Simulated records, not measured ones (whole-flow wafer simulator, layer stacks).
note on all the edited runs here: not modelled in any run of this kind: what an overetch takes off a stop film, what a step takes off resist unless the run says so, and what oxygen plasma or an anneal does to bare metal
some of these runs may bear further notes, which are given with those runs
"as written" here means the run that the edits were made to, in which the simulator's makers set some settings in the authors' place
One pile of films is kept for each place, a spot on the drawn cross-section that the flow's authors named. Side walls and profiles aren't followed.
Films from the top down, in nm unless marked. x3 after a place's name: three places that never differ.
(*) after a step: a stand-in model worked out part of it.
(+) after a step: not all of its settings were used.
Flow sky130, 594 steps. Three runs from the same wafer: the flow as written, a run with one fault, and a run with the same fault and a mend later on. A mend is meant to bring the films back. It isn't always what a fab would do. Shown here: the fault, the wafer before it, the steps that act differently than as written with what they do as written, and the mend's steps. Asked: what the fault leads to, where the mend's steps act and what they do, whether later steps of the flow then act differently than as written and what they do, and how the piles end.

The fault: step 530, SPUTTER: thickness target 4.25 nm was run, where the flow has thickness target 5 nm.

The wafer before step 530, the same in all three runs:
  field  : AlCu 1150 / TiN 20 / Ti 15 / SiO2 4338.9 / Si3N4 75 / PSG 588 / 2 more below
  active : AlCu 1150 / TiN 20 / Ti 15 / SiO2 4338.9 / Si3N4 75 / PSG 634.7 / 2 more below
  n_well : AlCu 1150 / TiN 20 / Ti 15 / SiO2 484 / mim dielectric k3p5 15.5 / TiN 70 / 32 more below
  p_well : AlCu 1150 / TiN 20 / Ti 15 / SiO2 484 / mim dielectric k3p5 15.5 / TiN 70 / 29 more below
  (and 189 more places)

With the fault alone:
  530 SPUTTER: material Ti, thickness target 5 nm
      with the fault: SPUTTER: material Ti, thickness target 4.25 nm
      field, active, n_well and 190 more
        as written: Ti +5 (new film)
        with the fault: Ti +4.25 (new film)
  Later steps of the flow that act differently than as written (21 more steps differ only slightly, by at most 2% or 0.5 nm, whichever is larger, and aren't shown):
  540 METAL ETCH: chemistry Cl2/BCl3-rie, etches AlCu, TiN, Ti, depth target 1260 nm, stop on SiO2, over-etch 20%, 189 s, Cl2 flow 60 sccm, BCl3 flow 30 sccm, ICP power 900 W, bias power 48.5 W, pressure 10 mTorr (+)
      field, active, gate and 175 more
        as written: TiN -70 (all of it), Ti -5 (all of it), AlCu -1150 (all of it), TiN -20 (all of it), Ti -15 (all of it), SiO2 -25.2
        with the fault: TiN -70 (all of it), Ti -4.25 (all of it), AlCu -1150 (all of it), TiN -20 (all of it), Ti -15 (all of it), SiO2 -25.3
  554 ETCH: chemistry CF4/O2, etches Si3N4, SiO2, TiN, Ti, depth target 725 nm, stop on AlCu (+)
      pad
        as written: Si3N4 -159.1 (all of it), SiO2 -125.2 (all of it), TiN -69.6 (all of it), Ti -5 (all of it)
        with the fault: Si3N4 -159.1 (all of it), SiO2 -125.2 (all of it), TiN -69.6 (all of it), Ti -4.25 (all of it)
  At the end the piles differ from the flow's by more than 2% or 0.5 nm, whichever is larger, at n_well, p_well, sd_n and 11 more.
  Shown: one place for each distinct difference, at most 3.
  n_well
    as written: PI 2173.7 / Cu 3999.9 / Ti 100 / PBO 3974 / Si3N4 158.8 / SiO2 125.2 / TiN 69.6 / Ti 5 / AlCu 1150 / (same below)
    with the fault: PI 2173.8 / Cu 3999.9 / Ti 100 / PBO 3974.6 / Si3N4 158.8 / SiO2 125.2 / TiN 69.6 / Ti 4.25 / AlCu 1150 / (same below)
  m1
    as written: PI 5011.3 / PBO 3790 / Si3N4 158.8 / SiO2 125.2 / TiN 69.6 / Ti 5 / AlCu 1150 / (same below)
    with the fault: PI 5011.3 / PBO 3790.6 / Si3N4 158.8 / SiO2 125.2 / TiN 69.6 / Ti 4.25 / AlCu 1150 / (same below)
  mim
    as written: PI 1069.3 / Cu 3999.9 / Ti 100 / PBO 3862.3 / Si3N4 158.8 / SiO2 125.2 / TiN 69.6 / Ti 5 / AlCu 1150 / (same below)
    with the fault: PI 1069.4 / Cu 3999.9 / Ti 100 / PBO 3862.9 / Si3N4 158.8 / SiO2 125.2 / TiN 69.6 / Ti 4.25 / AlCu 1150 / (same below)

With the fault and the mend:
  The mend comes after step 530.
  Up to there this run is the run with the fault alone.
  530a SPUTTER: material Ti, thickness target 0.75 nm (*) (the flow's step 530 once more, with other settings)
      field, active, n_well and 190 more
        Ti +0.75
  No later step of the flow acts differently than as written at any place that is followed.
  At the end the piles are the same as the flow's at every place that both follow.
